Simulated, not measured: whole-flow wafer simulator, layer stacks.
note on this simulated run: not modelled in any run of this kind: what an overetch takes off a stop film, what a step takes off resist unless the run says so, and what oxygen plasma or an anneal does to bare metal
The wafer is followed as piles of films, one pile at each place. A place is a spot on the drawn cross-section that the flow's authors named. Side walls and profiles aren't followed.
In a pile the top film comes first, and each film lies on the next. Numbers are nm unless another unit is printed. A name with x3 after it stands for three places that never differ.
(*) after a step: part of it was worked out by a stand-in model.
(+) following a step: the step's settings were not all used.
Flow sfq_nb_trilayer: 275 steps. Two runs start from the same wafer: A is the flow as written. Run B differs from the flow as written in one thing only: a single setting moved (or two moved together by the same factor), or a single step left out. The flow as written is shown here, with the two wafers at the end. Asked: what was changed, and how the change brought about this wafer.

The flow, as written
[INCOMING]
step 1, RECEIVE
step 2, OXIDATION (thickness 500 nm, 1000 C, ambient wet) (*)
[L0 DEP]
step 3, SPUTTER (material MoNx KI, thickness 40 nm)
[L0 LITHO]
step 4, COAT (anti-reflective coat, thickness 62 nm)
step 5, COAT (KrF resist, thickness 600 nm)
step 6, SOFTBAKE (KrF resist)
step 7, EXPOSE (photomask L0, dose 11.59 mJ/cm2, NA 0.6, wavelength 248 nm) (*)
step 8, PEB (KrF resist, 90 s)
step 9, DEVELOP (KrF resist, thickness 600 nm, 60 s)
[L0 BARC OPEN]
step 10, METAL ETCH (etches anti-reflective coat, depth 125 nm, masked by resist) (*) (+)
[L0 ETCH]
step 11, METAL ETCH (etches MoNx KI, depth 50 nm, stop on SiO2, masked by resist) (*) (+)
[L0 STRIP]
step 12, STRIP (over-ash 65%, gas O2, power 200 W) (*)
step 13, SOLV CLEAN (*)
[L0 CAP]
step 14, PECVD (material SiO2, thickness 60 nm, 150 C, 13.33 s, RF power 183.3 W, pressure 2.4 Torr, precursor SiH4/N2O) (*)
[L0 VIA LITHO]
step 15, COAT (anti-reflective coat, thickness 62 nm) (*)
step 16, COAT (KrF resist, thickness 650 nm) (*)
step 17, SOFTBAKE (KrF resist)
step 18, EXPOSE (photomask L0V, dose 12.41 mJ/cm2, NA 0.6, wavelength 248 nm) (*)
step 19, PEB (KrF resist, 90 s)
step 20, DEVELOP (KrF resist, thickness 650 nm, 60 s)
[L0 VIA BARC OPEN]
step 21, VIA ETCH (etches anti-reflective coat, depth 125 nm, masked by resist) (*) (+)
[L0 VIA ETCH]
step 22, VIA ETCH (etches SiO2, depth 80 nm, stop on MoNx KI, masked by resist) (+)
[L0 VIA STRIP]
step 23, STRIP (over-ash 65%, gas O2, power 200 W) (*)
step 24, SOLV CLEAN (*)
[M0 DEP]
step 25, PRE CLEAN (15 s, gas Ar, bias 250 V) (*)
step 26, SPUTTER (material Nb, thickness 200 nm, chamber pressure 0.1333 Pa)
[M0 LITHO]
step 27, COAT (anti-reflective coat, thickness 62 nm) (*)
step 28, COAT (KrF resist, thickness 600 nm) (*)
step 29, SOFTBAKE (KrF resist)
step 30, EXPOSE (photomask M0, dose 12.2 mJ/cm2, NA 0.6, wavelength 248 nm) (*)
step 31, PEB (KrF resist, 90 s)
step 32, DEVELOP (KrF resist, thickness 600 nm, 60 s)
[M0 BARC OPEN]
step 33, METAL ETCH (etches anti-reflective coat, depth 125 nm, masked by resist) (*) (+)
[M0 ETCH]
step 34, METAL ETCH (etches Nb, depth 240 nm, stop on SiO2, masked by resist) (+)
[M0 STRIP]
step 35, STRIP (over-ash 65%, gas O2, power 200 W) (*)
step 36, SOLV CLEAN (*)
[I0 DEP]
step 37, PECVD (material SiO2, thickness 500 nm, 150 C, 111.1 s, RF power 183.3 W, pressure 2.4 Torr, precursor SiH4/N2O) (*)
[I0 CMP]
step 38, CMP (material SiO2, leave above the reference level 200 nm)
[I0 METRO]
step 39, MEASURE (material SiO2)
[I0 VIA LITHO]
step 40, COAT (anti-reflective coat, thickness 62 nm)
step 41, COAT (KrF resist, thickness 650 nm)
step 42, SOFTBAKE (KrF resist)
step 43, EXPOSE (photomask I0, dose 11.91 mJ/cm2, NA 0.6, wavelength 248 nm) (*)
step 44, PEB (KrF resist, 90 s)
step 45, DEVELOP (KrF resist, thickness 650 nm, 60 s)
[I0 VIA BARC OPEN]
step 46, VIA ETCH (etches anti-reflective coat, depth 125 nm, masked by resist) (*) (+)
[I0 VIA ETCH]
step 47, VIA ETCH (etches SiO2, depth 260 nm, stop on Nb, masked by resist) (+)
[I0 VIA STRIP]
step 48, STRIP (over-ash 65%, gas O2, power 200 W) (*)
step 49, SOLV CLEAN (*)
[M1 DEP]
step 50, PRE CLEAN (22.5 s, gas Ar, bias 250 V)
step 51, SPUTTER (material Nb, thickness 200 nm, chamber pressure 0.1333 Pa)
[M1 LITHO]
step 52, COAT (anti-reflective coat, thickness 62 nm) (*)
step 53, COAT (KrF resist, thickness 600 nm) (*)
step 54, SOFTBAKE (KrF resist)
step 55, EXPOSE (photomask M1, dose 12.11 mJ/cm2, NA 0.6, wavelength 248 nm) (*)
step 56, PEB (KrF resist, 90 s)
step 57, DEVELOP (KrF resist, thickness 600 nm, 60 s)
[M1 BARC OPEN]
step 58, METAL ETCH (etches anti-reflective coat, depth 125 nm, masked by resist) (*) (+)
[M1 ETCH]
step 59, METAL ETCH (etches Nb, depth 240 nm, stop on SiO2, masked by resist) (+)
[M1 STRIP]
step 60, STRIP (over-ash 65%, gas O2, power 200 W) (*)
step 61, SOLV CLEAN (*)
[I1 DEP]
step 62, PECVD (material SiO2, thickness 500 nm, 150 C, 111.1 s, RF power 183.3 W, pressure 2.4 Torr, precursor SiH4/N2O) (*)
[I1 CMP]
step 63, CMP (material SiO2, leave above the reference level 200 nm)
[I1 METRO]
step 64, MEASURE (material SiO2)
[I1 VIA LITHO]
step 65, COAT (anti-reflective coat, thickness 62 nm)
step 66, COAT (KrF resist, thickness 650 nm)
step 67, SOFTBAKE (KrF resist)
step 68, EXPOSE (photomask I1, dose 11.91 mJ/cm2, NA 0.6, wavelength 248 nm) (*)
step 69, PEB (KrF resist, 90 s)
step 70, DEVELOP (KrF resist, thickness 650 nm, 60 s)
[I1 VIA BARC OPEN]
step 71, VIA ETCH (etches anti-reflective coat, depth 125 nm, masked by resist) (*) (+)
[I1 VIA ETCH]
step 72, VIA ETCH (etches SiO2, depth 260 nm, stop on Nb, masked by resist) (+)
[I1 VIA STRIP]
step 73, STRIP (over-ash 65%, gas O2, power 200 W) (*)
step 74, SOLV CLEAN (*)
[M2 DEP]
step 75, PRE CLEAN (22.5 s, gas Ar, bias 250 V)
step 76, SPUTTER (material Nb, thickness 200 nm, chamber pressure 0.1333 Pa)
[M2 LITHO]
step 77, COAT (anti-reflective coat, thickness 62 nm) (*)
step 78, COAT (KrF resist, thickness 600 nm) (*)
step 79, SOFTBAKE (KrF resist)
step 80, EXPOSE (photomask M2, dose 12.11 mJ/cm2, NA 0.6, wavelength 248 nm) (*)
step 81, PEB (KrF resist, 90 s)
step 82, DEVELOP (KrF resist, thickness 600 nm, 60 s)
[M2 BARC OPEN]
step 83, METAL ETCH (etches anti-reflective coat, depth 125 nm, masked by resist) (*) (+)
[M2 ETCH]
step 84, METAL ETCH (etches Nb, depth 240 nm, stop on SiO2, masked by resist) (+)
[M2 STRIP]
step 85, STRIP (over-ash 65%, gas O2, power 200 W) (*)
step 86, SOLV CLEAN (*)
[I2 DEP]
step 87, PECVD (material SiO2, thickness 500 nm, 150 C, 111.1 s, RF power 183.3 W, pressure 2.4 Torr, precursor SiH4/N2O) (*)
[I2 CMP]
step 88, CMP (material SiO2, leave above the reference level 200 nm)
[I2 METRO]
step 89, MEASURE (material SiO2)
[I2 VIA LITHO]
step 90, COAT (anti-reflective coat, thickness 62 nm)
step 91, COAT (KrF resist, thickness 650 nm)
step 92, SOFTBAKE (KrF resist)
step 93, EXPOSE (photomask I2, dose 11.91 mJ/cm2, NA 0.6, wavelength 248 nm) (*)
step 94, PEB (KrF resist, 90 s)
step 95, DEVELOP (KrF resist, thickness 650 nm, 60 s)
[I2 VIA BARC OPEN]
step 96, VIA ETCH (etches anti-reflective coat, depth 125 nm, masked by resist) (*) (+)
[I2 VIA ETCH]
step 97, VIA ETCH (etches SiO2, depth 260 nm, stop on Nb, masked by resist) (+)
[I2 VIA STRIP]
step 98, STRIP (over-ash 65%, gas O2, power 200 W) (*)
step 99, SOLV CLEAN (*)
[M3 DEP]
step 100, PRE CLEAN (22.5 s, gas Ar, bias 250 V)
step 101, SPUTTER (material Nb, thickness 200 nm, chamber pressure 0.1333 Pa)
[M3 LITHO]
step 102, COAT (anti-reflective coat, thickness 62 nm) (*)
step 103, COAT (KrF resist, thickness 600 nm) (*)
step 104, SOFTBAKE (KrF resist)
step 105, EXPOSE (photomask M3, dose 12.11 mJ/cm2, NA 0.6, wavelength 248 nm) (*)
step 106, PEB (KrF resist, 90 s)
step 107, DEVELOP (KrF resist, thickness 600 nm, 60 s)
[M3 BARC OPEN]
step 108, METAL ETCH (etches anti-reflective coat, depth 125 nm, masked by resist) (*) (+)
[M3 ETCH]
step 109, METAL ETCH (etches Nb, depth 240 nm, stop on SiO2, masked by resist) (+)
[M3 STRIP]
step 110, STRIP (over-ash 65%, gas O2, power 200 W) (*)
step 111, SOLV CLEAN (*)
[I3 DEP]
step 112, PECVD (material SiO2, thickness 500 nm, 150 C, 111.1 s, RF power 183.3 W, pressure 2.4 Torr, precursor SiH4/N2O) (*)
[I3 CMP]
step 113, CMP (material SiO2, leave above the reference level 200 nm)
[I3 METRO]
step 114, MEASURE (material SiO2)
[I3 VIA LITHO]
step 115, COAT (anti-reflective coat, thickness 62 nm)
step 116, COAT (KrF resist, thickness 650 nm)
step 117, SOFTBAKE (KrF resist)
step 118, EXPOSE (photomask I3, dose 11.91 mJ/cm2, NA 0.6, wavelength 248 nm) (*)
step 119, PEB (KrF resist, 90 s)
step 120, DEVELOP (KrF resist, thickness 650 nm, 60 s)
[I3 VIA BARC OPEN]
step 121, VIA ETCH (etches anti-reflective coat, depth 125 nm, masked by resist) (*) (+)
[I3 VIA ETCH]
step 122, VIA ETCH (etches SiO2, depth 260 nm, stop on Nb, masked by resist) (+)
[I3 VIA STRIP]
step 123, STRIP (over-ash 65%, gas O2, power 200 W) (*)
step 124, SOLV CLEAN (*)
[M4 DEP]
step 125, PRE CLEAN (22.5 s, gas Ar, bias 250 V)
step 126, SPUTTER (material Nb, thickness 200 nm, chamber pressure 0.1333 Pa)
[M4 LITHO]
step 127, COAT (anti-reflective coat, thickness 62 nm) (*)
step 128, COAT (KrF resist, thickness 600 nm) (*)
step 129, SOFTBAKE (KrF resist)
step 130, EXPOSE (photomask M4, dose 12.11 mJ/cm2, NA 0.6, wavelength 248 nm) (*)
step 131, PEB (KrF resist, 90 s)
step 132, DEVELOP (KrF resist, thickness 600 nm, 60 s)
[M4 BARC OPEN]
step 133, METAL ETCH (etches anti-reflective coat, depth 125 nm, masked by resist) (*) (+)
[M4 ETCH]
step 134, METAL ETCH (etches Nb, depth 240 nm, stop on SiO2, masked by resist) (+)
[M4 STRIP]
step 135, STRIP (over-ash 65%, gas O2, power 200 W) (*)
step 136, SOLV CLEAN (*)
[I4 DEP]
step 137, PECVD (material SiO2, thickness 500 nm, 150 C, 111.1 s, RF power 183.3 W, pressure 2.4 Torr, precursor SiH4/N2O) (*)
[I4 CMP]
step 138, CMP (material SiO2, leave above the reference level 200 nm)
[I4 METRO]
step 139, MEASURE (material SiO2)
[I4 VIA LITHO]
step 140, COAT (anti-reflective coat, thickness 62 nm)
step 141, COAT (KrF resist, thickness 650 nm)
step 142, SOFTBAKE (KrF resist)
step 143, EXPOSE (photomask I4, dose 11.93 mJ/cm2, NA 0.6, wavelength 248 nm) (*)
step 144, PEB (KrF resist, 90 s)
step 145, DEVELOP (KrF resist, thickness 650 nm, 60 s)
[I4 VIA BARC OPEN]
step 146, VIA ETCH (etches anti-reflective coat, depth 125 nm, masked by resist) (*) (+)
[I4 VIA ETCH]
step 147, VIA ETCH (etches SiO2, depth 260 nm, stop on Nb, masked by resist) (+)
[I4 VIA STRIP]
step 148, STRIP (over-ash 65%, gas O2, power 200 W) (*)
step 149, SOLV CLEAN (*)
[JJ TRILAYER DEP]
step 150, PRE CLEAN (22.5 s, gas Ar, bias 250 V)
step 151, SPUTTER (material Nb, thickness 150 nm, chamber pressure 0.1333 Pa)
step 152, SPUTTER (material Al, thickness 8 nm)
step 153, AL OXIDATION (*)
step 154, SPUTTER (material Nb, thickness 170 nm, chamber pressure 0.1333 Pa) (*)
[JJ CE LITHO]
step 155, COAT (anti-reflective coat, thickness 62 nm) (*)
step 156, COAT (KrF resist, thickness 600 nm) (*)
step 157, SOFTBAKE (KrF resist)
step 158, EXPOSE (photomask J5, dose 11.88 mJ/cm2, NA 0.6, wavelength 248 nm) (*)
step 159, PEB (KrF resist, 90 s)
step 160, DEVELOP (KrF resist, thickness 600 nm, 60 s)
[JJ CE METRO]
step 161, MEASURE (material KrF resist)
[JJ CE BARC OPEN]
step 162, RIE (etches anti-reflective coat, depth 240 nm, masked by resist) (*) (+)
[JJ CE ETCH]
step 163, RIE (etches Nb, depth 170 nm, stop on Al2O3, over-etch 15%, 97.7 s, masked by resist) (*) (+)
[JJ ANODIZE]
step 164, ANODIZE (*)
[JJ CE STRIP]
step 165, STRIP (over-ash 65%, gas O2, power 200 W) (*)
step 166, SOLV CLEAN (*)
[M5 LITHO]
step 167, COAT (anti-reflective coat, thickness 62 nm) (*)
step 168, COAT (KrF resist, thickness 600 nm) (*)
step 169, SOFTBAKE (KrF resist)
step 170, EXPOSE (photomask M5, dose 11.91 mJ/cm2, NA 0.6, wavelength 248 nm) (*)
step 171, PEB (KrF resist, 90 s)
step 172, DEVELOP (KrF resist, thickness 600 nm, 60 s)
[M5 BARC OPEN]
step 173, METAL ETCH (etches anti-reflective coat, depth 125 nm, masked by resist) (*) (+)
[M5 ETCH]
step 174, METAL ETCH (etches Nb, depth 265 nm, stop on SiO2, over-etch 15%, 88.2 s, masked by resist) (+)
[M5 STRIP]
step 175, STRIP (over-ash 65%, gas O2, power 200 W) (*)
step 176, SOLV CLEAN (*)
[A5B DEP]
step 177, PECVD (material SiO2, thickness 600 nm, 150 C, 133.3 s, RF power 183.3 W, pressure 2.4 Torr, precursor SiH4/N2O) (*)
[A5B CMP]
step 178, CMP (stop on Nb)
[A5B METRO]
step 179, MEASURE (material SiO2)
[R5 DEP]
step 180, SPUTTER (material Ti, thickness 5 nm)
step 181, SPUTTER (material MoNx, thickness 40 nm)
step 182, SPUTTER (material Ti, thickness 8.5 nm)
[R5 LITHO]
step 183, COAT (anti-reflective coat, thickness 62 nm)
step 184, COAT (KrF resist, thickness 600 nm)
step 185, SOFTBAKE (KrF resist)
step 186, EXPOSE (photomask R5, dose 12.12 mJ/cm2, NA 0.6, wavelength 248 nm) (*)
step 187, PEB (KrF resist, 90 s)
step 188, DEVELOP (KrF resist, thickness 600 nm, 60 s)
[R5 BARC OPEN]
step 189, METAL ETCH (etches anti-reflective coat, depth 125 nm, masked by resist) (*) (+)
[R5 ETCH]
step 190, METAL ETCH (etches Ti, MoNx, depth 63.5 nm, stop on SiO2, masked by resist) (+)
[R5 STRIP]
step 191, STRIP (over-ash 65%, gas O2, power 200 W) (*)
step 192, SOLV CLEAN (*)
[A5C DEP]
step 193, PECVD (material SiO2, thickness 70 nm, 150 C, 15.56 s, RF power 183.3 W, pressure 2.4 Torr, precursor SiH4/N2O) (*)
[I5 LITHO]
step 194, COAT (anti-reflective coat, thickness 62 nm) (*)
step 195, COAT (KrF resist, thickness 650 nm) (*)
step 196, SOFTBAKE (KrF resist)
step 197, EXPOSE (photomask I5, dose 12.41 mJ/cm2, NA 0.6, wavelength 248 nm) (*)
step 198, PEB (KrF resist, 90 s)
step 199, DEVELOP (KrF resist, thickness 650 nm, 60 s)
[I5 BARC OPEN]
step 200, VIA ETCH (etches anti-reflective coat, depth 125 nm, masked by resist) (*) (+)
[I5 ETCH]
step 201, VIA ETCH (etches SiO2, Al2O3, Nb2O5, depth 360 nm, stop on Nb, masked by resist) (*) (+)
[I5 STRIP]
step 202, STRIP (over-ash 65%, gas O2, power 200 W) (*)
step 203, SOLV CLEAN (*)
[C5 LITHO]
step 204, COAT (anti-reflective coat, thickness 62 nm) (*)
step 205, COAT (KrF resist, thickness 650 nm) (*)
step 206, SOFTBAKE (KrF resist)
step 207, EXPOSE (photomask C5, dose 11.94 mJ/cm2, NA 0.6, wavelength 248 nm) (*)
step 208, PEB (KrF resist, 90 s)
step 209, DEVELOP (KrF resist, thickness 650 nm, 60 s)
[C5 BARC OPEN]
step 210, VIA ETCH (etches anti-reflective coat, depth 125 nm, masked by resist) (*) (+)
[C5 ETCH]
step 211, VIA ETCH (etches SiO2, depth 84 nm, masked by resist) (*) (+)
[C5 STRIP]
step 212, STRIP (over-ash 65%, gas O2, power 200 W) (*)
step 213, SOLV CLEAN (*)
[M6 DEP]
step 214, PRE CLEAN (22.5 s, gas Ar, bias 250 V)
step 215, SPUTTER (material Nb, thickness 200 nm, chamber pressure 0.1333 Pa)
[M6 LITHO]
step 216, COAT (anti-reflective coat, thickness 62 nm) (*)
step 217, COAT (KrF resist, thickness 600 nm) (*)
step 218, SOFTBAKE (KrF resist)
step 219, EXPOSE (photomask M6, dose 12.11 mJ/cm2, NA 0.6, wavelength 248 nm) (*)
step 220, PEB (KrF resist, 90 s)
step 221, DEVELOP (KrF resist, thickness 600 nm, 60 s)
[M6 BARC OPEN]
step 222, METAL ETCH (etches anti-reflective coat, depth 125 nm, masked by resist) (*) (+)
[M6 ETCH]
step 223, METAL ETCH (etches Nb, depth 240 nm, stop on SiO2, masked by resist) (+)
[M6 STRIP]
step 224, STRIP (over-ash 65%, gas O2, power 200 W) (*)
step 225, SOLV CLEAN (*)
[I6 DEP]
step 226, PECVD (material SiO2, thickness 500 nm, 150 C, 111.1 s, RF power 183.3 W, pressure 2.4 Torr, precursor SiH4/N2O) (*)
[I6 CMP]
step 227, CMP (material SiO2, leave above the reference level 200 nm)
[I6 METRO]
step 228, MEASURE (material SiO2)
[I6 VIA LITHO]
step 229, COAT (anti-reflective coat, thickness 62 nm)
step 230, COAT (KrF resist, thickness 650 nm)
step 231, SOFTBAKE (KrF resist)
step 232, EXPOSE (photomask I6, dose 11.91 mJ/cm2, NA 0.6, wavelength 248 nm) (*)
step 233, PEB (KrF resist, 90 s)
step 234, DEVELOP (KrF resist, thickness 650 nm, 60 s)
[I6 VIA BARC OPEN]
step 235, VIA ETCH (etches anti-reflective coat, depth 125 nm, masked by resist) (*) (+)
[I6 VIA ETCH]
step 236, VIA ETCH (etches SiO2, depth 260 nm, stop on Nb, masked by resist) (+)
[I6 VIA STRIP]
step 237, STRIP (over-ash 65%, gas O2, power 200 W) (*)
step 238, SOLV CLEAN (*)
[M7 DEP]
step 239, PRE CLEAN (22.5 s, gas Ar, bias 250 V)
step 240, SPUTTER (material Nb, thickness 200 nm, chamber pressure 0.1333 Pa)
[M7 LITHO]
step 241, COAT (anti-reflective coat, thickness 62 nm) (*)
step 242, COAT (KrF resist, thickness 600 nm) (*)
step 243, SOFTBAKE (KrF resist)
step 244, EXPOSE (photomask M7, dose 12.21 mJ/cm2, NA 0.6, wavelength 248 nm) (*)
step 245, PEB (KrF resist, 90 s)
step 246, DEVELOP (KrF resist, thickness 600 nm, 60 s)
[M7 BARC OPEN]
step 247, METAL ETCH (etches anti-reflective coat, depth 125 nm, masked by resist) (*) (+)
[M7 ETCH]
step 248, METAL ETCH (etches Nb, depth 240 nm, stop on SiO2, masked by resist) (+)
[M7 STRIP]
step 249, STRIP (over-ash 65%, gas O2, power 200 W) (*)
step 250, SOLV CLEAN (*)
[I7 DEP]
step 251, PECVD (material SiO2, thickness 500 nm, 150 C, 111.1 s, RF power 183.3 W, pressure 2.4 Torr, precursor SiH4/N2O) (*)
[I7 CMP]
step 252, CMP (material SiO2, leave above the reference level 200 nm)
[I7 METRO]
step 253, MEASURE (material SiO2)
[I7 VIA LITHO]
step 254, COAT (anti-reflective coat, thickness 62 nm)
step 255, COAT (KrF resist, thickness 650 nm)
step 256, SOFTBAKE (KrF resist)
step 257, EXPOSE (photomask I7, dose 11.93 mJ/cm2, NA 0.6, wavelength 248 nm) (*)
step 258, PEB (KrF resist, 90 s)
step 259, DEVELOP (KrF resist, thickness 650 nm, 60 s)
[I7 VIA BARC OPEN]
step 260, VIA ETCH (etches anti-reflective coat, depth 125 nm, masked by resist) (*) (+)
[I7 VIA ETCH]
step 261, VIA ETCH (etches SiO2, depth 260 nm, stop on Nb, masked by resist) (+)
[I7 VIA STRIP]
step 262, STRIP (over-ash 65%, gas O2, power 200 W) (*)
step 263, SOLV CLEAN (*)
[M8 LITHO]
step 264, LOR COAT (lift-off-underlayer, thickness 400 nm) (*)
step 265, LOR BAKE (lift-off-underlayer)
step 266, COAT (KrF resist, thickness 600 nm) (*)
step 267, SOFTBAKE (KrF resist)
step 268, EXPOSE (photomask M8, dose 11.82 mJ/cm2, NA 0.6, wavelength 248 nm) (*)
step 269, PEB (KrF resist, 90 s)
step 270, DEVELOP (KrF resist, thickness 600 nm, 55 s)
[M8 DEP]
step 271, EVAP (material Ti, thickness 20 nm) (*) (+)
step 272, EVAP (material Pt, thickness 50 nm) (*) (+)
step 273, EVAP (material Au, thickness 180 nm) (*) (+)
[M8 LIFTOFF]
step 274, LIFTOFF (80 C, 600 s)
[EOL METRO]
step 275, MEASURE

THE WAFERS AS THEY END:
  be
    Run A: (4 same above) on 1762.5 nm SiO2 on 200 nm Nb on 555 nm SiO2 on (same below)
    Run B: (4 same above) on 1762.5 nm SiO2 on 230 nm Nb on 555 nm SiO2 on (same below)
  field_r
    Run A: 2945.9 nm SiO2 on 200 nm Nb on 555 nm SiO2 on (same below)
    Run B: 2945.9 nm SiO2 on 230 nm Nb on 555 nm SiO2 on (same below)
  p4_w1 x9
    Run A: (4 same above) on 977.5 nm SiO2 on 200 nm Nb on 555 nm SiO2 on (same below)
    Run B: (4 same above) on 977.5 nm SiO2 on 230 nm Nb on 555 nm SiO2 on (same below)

The reason: step 26, SPUTTER: thickness 230 nm was run, though the flow has thickness 200 nm.
One can read it off the wafer: be has Nb 230, and step 26 as written asks for 200 nm.

How this came from the change, step by step:
  step 26, SPUTTER (material Nb, thickness 200 nm, chamber pressure 0.1333 Pa)
      field_l, v_sur, via_wl and 102 more: A Nb gains 200 (new film) | B Nb gains 230 (new film)
      l0v: A Nb gains 195.7 (new film) | B Nb gains 225.7 (new film)
  step 34, METAL ETCH (etches Nb, depth 240 nm, stop on SiO2, masked by resist) (+)
      moat, m0r_space_l x2: A Nb loses 200 (all of it) | B Nb loses 230 (all of it)
  step 37, PECVD (material SiO2, thickness 500 nm, 150 C, 111.1 s, RF power 183.3 W, pressure 2.4 Torr, precursor SiH4/N2O) (*)
      moat, m0r_space_l x2: A SiO2 gains 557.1 | B SiO2 gains 587.1
